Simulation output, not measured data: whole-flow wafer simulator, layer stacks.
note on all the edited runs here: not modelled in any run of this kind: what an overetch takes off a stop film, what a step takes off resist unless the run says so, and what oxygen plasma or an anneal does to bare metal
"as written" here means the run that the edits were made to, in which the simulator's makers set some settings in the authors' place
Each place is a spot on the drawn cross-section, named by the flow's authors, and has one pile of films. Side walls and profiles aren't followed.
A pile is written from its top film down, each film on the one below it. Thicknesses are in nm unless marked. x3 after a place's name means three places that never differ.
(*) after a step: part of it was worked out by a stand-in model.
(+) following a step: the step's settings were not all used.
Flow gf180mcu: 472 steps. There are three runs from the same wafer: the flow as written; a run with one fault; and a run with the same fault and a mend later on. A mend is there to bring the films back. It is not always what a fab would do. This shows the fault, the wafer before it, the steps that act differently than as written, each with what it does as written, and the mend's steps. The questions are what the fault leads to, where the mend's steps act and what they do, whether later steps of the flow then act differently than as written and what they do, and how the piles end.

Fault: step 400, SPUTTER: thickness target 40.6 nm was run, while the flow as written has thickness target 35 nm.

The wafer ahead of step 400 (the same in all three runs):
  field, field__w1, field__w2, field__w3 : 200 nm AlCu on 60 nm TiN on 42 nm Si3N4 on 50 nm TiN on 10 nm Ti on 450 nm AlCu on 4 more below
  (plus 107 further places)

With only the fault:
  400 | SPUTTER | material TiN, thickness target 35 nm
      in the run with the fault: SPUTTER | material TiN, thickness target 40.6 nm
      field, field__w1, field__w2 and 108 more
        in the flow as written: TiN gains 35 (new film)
        in the run with the fault: TiN gains 40.6 (new film)
  Steps later in the flow that act otherwise than as written (8 more steps, not shown, differ only slightly: by at most 2% or 0.5 nm, whichever is larger):
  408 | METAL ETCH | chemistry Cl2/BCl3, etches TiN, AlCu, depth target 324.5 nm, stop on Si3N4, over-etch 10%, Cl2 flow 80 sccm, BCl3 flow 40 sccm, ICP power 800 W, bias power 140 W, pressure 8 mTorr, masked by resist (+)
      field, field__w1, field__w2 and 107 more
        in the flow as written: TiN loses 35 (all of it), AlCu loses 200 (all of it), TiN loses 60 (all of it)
        in the run with the fault: TiN loses 40.6 (all of it), AlCu loses 200 (all of it), TiN loses 60 (all of it)
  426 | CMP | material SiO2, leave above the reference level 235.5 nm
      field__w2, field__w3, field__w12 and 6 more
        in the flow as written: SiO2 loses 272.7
        in the run with the fault: SiO2 loses 267.1
  By the end, the piles at mim depart from the flow's by more than 2% or 0.5 nm, whichever is larger.
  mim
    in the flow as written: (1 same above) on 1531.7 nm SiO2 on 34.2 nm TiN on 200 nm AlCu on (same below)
    in the run with the fault: (1 same above) on 1531.7 nm SiO2 on 39.8 nm TiN on 200 nm AlCu on (same below)

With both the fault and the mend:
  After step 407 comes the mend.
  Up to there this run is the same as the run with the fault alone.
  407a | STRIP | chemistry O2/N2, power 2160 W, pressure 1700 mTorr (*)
      mim
        resist loses 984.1 (all of it)
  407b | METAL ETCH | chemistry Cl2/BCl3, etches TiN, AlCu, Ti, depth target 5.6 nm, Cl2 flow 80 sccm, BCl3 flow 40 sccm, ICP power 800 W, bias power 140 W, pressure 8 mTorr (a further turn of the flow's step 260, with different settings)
      field, field__w1, field__w2 and 108 more
        TiN loses 5.6
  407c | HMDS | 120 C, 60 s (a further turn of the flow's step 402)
      alters no film at any place that is followed
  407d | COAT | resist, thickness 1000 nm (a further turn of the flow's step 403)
      field, field__w1, field__w2 and 108 more
        resist gains 1000 (new film)
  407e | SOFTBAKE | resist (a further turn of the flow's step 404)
      alters no film at any place that is followed
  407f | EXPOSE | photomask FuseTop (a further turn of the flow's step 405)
      alters no film at any place that is followed
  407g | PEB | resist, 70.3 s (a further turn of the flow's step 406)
      field, field__w1, field__w2 and 108 more
        resist loses 15.9
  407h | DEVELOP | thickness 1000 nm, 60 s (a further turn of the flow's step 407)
      field, field__w1, field__w2 and 107 more
        resist loses 984.1 (all of it)
  None of the later steps of the flow acts differently than as written at any place that is followed.
  By the end, the piles equal the flow's at every place that both follow.
